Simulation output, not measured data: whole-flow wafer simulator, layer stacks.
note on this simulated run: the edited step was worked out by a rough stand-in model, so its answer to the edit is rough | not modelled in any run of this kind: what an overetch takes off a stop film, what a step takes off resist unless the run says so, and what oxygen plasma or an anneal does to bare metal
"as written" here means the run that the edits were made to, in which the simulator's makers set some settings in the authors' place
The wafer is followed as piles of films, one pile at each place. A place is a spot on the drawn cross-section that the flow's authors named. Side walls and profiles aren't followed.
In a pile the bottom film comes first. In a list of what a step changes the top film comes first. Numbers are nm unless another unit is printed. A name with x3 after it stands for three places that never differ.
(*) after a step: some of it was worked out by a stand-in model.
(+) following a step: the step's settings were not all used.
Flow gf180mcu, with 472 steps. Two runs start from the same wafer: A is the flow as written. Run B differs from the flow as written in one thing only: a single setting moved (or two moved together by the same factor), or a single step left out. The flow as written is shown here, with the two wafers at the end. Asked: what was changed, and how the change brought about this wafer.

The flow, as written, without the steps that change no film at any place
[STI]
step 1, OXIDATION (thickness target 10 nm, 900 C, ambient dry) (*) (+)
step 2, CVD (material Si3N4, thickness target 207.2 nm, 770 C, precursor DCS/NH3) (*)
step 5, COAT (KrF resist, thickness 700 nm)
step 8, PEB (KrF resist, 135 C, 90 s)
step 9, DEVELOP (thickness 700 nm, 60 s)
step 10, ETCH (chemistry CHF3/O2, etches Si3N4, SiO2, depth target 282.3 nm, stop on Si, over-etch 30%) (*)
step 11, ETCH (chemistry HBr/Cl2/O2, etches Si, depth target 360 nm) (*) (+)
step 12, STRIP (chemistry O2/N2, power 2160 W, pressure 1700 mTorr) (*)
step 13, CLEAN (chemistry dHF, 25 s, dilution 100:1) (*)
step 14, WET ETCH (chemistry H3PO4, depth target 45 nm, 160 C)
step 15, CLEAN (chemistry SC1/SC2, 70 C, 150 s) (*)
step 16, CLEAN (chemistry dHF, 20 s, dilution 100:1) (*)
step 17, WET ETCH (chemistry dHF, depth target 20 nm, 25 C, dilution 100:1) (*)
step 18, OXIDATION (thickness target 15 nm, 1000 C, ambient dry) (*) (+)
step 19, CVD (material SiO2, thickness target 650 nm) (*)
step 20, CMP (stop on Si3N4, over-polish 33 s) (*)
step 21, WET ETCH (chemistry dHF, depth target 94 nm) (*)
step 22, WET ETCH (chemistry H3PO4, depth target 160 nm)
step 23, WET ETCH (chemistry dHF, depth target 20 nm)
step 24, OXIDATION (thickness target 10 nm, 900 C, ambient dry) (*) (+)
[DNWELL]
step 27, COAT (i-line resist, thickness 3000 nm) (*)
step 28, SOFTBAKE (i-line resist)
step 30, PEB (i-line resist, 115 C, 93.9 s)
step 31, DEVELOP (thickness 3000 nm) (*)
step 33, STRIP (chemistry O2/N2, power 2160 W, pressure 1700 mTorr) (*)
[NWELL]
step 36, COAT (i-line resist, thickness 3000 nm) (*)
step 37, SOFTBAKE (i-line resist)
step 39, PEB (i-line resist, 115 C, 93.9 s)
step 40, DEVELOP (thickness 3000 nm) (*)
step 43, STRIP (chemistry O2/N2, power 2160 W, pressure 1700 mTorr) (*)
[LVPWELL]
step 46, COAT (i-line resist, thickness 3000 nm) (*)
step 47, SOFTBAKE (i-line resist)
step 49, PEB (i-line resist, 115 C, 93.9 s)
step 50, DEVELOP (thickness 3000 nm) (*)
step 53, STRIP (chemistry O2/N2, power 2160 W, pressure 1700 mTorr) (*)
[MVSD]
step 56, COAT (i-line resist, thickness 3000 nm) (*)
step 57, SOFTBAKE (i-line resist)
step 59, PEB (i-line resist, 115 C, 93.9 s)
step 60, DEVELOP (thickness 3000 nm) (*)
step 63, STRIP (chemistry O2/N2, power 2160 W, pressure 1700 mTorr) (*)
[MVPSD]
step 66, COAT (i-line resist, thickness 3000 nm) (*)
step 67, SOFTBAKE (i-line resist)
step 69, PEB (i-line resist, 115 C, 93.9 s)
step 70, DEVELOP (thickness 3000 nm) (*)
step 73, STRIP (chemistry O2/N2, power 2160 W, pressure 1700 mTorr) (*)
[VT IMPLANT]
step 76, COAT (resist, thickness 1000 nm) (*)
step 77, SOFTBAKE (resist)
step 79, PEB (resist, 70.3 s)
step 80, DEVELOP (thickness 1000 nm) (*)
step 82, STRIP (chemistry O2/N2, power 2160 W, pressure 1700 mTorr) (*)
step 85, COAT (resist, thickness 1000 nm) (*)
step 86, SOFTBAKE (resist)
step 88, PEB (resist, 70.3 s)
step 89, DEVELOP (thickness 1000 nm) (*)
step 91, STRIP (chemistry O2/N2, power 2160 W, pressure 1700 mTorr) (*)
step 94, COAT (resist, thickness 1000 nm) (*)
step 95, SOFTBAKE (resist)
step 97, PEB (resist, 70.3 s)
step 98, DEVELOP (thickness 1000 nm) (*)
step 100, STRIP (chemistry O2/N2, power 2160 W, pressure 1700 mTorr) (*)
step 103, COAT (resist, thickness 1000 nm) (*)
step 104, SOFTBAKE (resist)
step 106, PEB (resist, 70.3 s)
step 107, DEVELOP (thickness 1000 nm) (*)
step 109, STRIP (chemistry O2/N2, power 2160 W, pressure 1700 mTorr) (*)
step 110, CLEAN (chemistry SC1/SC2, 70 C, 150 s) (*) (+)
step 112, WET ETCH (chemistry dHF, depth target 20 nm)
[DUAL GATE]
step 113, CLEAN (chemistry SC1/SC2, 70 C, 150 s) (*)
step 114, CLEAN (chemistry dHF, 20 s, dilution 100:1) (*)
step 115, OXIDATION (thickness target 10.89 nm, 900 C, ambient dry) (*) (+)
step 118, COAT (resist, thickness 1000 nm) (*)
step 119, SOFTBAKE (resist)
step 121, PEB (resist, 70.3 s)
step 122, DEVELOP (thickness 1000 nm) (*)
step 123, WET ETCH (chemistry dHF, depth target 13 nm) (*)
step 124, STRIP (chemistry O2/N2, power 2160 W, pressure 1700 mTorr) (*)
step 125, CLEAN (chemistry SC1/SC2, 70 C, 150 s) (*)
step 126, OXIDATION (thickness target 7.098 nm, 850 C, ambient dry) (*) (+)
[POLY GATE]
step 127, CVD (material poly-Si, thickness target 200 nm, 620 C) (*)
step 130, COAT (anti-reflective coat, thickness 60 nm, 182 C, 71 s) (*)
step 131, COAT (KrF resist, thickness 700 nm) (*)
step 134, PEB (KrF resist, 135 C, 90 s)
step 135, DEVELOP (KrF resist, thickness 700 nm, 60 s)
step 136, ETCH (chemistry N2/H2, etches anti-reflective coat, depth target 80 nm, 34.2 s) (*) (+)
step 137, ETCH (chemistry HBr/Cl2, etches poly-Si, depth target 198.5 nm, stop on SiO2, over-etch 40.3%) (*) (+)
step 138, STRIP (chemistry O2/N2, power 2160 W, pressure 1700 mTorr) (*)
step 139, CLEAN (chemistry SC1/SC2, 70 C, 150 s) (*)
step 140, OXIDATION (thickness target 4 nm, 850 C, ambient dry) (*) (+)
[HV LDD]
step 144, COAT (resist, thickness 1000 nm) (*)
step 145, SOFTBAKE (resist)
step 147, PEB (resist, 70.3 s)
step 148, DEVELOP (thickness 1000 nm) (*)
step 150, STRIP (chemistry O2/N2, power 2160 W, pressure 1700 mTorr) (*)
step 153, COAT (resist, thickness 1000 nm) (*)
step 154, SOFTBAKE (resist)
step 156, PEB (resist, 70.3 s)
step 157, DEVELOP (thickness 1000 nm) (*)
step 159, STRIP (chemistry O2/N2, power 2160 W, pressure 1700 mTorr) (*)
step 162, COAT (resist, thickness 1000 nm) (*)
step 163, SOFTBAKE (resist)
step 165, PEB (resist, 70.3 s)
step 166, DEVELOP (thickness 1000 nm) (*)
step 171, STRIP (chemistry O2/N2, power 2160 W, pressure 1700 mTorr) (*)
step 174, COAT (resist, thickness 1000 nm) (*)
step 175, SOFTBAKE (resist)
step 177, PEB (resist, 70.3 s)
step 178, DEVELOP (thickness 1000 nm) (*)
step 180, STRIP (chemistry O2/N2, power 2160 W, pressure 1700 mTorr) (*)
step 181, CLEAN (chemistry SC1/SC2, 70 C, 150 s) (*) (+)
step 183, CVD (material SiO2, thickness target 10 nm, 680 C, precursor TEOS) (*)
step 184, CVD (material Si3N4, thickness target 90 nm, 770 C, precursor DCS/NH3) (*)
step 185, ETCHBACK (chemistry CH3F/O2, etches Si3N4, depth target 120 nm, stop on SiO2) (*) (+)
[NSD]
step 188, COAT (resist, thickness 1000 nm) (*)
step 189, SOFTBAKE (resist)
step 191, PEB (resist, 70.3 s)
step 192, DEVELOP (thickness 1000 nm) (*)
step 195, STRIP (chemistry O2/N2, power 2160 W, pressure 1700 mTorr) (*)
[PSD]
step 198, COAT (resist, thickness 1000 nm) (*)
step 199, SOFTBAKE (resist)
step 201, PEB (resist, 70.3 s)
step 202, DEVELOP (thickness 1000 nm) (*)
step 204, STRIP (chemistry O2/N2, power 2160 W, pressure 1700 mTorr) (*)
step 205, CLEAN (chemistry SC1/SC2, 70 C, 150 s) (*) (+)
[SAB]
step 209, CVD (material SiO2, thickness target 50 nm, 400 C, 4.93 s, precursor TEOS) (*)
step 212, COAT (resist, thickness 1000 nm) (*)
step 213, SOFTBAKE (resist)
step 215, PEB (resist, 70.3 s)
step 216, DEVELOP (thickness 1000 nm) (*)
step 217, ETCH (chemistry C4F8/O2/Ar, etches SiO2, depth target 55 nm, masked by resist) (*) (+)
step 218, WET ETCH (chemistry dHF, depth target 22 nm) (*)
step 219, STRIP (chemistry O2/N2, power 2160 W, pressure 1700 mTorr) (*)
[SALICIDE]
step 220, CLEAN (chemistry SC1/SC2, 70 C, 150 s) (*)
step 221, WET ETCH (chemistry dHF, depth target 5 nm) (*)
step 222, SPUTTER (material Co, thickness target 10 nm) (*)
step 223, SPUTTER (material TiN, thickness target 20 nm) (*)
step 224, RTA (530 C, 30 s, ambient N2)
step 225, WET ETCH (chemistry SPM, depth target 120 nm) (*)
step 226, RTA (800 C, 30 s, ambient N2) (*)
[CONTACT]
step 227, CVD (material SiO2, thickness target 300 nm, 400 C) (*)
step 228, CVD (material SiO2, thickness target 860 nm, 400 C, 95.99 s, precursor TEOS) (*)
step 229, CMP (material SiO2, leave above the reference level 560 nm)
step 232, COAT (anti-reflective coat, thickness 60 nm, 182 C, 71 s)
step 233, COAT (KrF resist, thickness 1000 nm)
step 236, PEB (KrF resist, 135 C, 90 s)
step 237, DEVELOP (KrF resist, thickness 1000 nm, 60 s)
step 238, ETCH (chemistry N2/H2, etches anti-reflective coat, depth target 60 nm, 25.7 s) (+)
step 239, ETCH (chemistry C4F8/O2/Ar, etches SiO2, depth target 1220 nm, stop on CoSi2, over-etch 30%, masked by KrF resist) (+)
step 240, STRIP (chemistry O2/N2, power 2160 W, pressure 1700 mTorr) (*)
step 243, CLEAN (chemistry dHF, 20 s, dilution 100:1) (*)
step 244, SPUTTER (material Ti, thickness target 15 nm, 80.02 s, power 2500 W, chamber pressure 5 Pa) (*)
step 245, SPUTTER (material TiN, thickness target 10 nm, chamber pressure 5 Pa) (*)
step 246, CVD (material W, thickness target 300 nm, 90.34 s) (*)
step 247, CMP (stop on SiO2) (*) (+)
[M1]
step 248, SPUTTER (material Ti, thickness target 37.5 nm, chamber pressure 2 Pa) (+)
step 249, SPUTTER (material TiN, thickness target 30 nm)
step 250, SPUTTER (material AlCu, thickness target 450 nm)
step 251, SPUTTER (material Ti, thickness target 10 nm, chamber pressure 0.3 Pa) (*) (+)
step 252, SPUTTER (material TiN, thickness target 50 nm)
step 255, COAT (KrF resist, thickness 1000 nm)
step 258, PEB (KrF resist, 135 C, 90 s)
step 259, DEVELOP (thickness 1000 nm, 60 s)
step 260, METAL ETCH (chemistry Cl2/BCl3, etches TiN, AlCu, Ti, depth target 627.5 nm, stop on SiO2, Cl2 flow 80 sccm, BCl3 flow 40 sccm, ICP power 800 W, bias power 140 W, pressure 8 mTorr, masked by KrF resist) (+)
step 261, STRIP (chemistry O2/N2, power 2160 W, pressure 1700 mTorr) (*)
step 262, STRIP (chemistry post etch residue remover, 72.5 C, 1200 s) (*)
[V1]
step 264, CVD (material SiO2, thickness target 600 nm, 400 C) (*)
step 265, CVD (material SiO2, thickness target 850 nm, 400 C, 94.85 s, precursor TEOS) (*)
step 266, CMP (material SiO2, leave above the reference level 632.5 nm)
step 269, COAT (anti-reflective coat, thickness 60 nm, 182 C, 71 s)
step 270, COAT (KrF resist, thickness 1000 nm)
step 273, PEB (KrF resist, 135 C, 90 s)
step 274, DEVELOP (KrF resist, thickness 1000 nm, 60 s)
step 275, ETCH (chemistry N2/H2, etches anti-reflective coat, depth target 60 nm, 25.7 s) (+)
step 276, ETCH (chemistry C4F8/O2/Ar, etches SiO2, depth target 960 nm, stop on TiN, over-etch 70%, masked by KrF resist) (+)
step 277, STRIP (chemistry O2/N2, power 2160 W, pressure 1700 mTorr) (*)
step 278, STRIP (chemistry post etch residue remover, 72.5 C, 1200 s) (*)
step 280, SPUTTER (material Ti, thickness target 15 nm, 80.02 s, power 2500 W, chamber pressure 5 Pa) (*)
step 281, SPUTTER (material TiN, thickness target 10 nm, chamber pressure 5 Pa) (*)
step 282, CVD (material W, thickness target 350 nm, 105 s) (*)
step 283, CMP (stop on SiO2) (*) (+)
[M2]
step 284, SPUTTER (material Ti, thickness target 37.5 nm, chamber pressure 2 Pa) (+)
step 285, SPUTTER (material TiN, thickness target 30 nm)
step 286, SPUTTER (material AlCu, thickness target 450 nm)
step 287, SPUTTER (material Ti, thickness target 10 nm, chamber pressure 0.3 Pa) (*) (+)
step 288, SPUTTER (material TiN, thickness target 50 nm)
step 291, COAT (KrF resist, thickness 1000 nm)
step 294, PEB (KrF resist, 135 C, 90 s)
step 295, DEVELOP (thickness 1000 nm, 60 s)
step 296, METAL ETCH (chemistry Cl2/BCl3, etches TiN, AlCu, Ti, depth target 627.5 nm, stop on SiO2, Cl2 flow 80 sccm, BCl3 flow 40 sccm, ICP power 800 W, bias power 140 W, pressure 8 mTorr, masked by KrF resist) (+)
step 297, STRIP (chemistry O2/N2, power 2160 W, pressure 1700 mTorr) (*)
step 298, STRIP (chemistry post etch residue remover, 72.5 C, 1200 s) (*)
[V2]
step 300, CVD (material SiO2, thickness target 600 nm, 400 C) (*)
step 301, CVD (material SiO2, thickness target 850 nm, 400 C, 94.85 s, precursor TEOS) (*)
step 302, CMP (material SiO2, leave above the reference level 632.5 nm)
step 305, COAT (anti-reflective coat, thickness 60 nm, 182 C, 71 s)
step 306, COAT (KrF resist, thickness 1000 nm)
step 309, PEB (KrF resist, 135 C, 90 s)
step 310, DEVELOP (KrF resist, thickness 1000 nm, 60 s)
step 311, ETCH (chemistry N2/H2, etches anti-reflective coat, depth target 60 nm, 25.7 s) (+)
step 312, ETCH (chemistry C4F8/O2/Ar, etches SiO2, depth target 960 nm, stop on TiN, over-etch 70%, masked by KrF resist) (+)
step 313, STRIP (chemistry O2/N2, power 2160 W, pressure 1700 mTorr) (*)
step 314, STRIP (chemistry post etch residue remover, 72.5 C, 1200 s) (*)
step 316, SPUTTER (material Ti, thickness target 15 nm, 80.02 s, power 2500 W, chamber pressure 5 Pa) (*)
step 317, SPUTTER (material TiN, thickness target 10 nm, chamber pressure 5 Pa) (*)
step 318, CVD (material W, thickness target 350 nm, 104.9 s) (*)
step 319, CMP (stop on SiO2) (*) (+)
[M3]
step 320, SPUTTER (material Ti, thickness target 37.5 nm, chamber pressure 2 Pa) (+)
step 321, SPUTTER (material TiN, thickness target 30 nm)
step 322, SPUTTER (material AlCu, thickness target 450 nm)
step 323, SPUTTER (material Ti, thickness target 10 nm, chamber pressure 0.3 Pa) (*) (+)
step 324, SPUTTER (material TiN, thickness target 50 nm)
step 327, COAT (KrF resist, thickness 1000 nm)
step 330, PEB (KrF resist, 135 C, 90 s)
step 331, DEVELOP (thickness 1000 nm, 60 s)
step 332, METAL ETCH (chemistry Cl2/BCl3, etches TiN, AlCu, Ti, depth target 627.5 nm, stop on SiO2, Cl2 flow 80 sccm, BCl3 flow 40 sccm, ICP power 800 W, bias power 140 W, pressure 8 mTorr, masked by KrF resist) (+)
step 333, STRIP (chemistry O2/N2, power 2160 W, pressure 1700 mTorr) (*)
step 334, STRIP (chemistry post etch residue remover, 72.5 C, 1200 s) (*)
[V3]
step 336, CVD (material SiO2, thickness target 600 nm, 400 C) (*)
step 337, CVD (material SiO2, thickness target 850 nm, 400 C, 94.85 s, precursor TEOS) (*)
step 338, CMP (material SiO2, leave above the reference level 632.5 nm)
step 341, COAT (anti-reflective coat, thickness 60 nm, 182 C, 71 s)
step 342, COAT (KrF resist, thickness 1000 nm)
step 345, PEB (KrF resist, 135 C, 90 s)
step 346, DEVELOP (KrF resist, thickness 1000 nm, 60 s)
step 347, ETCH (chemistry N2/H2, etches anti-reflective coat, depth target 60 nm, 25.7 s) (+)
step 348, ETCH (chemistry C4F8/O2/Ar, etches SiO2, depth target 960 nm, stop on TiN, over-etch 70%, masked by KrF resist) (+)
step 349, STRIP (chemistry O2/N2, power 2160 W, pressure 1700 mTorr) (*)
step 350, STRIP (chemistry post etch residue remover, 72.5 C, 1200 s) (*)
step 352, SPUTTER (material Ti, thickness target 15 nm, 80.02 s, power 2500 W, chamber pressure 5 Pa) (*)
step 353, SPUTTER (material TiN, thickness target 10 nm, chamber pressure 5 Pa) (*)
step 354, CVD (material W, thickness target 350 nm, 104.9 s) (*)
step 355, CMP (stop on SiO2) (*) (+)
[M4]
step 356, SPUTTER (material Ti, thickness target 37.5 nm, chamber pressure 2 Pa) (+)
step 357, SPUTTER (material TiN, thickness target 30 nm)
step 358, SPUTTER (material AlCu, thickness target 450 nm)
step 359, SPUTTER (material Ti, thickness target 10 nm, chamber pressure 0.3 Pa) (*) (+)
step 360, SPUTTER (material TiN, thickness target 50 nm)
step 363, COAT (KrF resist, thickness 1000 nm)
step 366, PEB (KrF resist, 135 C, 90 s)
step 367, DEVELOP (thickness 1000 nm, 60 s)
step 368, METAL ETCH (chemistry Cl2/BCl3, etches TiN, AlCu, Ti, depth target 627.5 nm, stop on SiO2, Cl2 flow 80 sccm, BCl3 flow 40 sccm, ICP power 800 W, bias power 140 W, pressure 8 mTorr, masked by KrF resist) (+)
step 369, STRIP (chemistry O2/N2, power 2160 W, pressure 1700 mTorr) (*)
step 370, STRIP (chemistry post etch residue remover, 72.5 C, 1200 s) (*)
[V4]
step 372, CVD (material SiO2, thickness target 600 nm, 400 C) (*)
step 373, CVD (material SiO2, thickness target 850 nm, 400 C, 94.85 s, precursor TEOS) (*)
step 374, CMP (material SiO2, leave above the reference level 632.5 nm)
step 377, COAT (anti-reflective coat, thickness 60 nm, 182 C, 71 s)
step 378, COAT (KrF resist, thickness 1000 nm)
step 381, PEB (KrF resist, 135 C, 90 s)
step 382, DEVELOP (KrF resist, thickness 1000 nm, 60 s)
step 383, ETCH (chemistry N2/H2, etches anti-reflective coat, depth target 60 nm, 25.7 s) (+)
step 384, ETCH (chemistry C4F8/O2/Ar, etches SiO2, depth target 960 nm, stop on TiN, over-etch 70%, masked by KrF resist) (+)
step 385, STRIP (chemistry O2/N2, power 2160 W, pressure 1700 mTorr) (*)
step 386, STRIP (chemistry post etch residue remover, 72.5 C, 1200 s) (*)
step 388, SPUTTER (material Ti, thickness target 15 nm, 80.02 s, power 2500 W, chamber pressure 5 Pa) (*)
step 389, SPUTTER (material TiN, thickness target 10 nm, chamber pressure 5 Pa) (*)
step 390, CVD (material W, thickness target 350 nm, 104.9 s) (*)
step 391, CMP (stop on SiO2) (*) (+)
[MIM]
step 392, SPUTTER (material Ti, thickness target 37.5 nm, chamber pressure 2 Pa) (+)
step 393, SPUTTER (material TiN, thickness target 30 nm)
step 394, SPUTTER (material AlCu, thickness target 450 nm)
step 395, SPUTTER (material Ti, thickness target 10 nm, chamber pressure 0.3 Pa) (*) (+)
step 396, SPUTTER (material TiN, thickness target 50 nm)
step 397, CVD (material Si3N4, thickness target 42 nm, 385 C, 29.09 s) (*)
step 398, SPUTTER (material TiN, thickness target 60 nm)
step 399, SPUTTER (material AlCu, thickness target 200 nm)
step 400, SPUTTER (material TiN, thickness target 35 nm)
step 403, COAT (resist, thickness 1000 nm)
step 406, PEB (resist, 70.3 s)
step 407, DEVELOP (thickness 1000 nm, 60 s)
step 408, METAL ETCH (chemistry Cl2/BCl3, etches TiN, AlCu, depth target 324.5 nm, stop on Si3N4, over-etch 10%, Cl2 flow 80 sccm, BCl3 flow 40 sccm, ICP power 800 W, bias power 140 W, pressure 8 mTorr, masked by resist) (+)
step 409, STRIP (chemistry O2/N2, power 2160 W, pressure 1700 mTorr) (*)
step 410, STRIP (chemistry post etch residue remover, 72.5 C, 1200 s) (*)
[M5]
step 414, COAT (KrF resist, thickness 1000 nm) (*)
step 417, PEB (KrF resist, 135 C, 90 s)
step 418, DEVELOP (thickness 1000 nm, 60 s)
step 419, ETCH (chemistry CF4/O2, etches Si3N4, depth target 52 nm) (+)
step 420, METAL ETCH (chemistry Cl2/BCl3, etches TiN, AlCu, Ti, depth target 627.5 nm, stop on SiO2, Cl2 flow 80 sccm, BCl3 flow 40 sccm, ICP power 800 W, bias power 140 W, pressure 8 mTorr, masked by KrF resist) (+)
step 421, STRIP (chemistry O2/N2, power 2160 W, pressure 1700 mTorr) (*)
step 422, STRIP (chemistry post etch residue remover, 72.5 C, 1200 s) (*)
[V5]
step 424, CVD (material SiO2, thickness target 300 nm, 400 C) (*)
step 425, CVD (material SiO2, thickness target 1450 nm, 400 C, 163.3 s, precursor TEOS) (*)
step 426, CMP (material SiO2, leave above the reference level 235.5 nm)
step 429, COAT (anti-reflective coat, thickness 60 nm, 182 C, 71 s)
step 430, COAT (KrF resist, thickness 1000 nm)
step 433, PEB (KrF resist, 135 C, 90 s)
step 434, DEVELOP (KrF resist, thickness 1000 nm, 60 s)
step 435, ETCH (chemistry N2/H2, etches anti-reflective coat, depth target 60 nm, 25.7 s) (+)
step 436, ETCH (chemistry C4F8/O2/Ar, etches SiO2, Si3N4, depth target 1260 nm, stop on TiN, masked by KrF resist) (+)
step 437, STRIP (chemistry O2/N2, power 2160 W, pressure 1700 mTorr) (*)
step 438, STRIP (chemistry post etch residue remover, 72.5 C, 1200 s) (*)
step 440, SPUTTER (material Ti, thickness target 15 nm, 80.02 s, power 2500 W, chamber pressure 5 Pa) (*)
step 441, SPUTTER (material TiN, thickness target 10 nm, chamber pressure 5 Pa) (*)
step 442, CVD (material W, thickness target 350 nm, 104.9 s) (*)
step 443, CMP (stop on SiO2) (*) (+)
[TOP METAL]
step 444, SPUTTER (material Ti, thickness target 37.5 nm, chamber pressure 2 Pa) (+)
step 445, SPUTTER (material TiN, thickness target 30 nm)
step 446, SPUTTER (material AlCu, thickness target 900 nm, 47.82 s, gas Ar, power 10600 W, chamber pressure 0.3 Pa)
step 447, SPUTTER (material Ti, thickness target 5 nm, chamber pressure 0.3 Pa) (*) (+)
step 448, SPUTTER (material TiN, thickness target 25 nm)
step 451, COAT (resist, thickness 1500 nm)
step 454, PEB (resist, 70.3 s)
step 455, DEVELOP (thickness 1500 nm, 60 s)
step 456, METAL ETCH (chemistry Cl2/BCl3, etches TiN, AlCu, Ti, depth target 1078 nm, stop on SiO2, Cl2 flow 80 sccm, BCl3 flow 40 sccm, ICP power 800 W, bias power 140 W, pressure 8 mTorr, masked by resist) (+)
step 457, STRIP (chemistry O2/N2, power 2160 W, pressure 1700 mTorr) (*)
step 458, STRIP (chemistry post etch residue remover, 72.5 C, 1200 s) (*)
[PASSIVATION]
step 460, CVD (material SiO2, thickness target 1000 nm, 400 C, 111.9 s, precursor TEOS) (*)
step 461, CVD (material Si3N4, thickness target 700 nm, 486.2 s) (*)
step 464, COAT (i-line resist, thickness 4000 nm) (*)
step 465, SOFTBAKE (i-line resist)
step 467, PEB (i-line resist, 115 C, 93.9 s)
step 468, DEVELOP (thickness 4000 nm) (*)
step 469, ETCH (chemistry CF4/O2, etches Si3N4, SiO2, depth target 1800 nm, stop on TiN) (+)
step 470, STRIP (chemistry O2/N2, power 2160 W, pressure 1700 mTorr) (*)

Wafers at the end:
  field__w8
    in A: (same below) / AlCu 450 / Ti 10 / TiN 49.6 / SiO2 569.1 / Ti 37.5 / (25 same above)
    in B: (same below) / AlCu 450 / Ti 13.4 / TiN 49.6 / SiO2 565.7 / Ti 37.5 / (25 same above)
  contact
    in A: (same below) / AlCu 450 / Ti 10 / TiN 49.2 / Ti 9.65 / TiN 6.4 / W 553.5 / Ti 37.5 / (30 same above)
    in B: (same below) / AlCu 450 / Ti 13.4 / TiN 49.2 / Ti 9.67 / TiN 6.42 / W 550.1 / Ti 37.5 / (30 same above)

Cause: step 287, SPUTTER: thickness target 13.4 nm was run, whereas the flow has thickness target 10 nm.
One can read it off the wafer: field__w8 has Ti 13.4, and step 287 as written asks for 10 nm.

The path from the change to this, step by step:
  step 287, SPUTTER (material Ti, thickness target 10 nm, chamber pressure 0.3 Pa) (*) (+)
      field, field__w1, field__w2 and 108 more: A Ti gains 10 (new film) | B Ti gains 13.4 (new film)
  step 296, METAL ETCH (chemistry Cl2/BCl3, etches TiN, AlCu, Ti, depth target 627.5 nm, stop on SiO2, Cl2 flow 80 sccm, BCl3 flow 40 sccm, ICP power 800 W, bias power 140 W, pressure 8 mTorr, masked by KrF resist) (+)
      field, field__w1, field__w2 and 103 more: A TiN loses 50 (all of it), Ti loses 10 (all of it), AlCu loses 450 (all of it), TiN loses 30 (all of it), Ti loses 37.5 (all of it) | B TiN loses 50 (all of it), Ti loses 13.4 (all of it), AlCu loses 450 (all of it), TiN loses 30 (all of it), Ti loses 37.5 (all of it)
